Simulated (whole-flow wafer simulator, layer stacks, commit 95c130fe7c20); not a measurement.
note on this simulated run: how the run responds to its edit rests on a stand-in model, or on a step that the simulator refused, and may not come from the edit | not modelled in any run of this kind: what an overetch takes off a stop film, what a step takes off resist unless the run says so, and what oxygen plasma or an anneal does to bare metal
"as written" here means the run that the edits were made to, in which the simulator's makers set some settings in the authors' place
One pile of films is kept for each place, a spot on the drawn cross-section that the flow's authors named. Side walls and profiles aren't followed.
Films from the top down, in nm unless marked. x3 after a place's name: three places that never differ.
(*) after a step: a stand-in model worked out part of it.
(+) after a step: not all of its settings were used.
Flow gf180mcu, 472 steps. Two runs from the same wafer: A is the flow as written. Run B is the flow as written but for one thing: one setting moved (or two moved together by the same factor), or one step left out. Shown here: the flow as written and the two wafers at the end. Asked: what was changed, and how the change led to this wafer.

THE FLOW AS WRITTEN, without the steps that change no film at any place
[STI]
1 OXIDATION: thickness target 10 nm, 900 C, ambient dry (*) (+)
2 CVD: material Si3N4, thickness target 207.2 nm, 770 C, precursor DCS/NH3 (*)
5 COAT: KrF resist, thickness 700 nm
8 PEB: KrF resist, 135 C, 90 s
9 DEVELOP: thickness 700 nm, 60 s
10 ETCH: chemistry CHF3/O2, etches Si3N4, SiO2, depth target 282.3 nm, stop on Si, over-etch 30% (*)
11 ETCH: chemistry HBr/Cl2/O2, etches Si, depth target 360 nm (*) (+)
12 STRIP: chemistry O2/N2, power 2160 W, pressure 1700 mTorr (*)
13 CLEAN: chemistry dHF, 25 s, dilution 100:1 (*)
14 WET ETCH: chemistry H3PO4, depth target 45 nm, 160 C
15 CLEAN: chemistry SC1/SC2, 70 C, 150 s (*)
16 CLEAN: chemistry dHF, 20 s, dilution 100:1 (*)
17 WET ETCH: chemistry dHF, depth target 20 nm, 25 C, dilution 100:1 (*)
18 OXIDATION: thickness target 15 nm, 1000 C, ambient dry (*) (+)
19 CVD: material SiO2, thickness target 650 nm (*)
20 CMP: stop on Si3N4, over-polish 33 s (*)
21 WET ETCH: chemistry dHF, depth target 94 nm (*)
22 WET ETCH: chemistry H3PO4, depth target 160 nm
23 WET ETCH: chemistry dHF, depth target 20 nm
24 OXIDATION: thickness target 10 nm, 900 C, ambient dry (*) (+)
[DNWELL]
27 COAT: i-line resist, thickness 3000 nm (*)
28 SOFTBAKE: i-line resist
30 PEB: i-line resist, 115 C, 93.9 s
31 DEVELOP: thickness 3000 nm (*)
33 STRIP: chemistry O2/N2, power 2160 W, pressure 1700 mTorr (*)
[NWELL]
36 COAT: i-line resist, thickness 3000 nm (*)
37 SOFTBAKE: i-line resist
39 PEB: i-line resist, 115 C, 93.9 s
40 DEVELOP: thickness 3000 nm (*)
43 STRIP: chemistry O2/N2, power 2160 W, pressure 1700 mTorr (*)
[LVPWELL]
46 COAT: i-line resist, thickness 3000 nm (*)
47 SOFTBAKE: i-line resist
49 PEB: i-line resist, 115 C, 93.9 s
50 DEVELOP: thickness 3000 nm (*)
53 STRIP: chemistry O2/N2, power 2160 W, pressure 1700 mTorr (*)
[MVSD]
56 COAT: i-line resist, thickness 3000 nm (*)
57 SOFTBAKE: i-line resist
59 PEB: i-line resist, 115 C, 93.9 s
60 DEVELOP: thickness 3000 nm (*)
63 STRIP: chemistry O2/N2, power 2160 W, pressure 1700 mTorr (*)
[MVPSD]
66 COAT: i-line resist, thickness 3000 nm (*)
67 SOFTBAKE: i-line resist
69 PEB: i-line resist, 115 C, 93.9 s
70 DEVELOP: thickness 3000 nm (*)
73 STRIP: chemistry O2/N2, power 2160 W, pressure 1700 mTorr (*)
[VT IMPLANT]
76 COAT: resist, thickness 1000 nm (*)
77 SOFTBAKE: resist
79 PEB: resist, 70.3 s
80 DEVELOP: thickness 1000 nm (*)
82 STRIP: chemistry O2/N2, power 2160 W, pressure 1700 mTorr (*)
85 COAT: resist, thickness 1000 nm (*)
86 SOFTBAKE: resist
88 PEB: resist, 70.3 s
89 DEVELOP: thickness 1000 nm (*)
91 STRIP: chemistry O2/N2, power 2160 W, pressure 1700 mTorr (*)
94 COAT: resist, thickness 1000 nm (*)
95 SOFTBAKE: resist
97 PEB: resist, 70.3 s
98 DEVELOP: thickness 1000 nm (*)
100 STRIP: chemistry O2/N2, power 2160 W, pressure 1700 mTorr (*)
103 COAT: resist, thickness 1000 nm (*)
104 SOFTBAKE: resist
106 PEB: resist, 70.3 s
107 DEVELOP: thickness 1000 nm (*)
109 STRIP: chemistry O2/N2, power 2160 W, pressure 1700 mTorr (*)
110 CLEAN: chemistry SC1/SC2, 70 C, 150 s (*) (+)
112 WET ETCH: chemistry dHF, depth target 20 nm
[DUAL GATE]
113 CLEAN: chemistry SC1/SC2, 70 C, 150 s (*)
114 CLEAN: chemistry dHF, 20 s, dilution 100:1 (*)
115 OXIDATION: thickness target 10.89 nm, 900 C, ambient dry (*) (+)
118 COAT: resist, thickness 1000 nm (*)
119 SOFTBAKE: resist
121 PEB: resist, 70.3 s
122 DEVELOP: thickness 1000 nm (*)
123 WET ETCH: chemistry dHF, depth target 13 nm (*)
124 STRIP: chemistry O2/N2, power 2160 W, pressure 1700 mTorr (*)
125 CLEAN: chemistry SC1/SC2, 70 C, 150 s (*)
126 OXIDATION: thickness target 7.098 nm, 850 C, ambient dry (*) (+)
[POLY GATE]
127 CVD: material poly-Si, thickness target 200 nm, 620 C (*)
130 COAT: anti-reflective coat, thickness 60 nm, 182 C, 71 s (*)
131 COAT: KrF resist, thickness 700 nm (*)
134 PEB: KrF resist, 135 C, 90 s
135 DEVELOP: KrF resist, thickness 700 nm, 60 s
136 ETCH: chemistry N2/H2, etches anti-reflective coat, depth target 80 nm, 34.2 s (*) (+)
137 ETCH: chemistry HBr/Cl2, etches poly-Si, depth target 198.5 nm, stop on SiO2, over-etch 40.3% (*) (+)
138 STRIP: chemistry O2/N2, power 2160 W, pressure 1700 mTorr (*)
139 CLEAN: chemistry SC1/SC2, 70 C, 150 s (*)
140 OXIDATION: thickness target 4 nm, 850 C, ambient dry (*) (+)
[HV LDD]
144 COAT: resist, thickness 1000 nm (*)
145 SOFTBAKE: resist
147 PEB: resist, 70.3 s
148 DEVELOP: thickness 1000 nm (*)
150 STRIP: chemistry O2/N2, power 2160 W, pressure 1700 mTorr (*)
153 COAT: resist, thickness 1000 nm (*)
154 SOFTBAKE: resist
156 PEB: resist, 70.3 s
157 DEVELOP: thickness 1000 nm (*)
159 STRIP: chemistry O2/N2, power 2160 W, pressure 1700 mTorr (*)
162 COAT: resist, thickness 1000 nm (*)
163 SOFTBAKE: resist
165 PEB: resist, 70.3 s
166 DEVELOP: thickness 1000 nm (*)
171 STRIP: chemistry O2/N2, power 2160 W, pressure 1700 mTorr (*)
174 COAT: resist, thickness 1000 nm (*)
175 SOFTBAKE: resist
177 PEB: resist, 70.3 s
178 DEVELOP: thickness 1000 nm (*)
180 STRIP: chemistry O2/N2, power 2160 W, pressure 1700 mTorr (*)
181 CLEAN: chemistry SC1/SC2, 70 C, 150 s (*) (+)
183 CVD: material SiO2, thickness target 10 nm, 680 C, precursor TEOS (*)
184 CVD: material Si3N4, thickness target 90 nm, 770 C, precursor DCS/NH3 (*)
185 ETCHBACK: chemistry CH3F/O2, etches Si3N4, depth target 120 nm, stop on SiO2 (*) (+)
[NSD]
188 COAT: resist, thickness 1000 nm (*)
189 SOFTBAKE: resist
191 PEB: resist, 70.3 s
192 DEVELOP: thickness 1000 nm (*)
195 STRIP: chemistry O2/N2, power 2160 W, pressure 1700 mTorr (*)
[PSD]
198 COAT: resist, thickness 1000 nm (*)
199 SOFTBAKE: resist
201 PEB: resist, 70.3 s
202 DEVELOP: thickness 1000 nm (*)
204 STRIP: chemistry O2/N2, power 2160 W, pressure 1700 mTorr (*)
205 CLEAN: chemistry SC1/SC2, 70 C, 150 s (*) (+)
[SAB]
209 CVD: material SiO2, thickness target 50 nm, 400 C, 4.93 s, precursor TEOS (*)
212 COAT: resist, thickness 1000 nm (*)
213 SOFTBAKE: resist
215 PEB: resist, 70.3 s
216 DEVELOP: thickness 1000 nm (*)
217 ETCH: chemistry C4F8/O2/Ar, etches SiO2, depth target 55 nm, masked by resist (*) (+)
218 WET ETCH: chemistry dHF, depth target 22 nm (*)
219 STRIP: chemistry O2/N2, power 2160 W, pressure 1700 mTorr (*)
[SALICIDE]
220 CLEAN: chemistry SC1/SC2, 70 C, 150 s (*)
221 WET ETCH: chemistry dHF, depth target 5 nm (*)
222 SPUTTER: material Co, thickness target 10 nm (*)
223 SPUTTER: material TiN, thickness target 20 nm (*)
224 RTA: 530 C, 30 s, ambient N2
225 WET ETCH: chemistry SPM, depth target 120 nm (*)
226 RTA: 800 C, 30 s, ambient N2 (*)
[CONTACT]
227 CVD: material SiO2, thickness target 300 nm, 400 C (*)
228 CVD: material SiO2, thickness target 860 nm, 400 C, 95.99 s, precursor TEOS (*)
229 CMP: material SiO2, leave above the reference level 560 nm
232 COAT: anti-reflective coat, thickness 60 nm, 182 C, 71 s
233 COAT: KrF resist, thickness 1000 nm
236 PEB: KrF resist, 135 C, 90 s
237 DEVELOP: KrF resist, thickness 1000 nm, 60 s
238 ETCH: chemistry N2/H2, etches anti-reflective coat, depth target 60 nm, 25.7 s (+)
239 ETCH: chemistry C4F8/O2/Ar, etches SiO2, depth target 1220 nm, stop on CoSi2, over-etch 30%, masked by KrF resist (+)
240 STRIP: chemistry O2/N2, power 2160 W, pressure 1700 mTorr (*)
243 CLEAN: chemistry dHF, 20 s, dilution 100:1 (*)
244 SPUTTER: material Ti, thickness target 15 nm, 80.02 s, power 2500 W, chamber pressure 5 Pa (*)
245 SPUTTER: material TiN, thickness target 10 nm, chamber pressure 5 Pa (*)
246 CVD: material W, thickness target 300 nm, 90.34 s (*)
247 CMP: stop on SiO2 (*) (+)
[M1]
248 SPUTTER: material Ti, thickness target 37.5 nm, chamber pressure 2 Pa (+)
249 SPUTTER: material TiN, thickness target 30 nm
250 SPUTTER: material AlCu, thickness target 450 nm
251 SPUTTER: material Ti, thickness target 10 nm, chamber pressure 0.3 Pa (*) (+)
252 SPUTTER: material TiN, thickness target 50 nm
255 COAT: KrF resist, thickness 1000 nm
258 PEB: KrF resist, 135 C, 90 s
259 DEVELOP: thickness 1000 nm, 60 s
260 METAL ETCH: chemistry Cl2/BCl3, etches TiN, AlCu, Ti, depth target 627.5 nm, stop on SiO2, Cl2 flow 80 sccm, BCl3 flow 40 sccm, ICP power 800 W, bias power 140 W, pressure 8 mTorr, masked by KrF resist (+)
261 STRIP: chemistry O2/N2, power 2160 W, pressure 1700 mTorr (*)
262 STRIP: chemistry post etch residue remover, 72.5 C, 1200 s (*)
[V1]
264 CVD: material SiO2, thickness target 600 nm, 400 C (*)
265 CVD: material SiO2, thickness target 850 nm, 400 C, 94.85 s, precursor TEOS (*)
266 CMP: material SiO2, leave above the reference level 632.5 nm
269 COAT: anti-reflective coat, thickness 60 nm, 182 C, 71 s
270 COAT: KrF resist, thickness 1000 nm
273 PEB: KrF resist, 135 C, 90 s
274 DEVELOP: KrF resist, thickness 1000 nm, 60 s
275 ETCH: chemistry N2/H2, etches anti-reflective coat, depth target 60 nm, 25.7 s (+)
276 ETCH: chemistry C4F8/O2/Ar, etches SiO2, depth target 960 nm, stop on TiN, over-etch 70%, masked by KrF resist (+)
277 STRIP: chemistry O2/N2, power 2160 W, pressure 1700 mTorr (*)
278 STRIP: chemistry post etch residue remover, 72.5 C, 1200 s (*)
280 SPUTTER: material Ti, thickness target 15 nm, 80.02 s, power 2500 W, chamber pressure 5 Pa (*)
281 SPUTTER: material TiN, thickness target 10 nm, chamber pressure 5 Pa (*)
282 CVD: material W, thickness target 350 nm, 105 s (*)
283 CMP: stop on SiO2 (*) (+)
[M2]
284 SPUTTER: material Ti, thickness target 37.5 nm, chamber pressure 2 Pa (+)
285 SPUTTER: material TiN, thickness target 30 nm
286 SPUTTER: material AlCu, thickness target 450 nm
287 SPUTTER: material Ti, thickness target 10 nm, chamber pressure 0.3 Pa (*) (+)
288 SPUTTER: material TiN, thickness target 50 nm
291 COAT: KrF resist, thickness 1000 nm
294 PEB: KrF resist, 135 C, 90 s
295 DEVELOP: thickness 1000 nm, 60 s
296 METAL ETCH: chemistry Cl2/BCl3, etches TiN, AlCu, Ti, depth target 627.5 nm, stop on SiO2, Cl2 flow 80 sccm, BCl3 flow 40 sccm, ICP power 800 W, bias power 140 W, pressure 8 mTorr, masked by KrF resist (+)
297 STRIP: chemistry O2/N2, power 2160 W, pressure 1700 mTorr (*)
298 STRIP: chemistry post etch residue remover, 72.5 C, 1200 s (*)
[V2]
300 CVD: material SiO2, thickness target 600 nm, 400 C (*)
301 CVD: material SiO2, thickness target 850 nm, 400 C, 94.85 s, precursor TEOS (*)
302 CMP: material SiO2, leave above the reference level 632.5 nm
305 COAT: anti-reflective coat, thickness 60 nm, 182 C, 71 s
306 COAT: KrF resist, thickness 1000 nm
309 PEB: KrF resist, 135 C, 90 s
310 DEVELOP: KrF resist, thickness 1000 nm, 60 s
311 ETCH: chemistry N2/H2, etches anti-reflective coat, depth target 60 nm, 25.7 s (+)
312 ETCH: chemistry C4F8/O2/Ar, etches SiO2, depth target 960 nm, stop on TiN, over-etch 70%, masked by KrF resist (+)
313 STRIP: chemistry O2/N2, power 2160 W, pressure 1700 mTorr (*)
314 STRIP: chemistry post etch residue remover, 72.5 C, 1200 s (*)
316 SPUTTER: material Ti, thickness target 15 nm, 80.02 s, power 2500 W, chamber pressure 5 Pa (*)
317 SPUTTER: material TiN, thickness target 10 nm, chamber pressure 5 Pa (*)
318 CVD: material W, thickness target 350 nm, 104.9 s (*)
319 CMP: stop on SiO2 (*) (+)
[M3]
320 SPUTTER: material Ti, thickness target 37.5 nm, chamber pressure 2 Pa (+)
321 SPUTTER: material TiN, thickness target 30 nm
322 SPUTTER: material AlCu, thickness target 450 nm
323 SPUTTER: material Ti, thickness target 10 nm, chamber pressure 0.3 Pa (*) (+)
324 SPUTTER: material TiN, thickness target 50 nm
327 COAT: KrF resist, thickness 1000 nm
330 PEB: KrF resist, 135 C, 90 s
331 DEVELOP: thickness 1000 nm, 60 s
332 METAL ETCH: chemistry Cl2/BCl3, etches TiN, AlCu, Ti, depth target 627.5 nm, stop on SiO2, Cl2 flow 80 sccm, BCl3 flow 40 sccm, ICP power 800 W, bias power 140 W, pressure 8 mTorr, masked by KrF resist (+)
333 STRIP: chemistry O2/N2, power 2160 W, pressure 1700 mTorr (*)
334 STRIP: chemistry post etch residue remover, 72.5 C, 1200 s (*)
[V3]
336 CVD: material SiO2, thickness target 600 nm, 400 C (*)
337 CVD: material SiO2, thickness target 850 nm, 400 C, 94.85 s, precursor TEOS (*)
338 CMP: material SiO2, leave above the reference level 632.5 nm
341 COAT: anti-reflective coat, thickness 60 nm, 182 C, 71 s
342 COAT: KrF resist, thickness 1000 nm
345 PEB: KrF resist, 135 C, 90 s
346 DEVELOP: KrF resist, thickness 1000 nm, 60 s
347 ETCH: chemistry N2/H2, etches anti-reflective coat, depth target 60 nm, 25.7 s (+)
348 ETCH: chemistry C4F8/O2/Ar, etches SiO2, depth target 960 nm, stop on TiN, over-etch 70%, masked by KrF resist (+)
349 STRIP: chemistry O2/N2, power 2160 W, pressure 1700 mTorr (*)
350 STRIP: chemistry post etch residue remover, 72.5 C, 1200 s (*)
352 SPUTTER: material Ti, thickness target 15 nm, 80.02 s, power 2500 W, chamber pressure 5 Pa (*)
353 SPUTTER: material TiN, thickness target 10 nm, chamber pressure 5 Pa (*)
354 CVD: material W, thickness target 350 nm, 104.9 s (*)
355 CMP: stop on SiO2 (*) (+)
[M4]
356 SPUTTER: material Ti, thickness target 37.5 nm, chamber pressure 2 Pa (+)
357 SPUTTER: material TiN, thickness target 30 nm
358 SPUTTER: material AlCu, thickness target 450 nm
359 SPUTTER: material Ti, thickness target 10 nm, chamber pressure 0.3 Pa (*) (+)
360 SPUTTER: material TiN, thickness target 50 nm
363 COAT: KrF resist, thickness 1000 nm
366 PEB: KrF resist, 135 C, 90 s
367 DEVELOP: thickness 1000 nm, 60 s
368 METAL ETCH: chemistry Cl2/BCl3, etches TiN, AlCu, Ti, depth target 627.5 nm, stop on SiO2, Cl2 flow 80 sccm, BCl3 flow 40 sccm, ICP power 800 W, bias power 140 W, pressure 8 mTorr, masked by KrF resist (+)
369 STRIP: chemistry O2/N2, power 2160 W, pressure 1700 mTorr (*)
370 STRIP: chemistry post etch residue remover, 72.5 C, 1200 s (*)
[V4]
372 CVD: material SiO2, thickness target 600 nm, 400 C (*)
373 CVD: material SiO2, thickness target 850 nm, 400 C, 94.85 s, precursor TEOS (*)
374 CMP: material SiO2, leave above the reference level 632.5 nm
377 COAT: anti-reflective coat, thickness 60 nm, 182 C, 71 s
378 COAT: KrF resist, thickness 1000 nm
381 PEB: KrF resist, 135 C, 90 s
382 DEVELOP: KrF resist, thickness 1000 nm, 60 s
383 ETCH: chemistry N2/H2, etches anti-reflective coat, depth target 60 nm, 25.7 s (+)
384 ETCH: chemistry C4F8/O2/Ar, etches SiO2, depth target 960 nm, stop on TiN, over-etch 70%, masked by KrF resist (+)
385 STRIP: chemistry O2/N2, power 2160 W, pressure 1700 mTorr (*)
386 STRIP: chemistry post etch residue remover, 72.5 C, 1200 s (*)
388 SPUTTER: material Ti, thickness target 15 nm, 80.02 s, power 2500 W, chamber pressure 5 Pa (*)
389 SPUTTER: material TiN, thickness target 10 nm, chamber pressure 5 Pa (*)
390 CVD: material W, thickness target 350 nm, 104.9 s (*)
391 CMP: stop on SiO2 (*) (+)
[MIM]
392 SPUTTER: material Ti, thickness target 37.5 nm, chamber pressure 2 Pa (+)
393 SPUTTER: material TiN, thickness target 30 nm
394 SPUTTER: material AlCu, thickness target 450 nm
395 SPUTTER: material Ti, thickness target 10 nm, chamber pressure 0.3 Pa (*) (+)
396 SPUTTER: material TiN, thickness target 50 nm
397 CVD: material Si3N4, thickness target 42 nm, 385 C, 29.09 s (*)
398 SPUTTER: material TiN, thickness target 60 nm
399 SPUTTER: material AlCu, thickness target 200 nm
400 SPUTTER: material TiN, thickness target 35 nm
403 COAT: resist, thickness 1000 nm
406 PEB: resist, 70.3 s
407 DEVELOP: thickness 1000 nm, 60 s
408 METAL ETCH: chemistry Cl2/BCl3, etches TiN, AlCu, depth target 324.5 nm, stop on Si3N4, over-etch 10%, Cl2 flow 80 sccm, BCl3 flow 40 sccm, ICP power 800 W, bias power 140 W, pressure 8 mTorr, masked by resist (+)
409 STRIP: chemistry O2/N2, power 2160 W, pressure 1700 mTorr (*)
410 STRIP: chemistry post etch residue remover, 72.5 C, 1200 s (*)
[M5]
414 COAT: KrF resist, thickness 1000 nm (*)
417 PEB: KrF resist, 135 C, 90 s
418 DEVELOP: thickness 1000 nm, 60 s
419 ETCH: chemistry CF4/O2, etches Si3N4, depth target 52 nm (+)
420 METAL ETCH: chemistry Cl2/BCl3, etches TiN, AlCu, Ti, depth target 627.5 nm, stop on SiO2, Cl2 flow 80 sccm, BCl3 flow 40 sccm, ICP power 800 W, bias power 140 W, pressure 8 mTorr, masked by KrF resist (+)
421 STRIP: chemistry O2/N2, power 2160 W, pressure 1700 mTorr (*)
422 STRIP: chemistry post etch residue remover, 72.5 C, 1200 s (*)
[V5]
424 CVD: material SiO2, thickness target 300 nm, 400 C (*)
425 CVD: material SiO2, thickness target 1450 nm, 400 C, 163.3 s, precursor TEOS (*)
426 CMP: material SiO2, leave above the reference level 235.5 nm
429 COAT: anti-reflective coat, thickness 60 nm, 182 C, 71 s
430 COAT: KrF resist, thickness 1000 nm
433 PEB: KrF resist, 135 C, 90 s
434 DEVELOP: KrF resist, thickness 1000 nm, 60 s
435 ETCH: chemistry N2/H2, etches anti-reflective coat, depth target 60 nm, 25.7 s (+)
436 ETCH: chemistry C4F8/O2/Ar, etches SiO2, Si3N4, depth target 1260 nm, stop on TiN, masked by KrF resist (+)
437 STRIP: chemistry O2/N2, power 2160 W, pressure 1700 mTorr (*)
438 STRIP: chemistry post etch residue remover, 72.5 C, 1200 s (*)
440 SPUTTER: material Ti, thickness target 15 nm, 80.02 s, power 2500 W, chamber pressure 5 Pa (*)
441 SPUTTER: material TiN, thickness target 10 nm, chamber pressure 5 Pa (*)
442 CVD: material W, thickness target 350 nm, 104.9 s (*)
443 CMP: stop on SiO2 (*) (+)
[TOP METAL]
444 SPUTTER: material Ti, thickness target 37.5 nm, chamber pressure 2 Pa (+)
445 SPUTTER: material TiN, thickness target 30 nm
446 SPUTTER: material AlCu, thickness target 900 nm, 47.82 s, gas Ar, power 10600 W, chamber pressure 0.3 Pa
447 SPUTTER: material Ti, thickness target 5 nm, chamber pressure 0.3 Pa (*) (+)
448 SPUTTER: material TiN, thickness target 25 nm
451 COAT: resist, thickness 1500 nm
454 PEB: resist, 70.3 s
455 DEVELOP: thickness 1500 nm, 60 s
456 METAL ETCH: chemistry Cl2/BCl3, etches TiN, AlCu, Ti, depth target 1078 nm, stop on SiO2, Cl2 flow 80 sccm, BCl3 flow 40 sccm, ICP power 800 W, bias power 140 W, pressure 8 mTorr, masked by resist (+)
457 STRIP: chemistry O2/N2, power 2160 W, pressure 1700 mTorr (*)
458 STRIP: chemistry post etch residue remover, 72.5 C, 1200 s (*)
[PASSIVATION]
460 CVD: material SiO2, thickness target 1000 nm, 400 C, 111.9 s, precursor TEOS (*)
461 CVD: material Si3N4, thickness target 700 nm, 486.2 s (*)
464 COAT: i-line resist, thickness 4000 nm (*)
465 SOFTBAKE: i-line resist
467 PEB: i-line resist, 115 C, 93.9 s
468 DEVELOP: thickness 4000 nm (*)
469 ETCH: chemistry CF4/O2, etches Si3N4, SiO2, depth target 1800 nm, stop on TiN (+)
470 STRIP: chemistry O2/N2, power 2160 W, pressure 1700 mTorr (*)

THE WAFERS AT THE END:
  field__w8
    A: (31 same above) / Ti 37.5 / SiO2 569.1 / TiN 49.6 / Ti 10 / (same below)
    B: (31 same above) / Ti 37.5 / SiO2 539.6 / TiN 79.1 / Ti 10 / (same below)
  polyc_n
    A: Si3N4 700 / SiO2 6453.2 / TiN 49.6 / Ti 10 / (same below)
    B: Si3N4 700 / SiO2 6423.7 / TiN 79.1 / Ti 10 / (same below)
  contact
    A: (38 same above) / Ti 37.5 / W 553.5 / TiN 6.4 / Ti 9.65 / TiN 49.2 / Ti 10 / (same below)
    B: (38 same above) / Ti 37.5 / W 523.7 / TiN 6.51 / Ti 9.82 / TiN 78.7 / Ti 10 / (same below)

The cause: step 252, SPUTTER: thickness target 79.5 nm was run, where the flow has thickness target 50 nm.

How the change led to this, step by step:
  252 SPUTTER: material TiN, thickness target 50 nm
      field, field__w1, field__w2 and 108 more: A TiN +50 (new film) | B TiN +79.5 (new film)
  260 METAL ETCH: chemistry Cl2/BCl3, etches TiN, AlCu, Ti, depth target 627.5 nm, stop on SiO2, Cl2 flow 80 sccm, BCl3 flow 40 sccm, ICP power 800 W, bias power 140 W, pressure 8 mTorr, masked by KrF resist (+)
      field, field__w1, field__w2 and 99 more: A TiN -50 (all of it), Ti -10 (all of it), AlCu -450 (all of it), TiN -30 (all of it), Ti -37.5 (all of it) | B TiN -79.5 (all of it), Ti -10 (all of it), AlCu -450 (all of it), TiN -30 (all of it), Ti -37.5 (all of it)
  266 CMP: material SiO2, leave above the reference level 632.5 nm
      field__w8, contact, m1 and 6 more: A SiO2 -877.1 | B SiO2 -906.6
  276 ETCH: chemistry C4F8/O2/Ar, etches SiO2, depth target 960 nm, stop on TiN, over-etch 70%, masked by KrF resist (+)
      field, field__w1, field__w2 and 107 more: A KrF resist -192 | B KrF resist -184.6
      contact: A SiO2 -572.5 (all of it) | B SiO2 -543 (all of it)
  282 CVD: material W, thickness target 350 nm, 105 s (*)
      contact: A W +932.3 (new film) | B W +902.5 (new film)
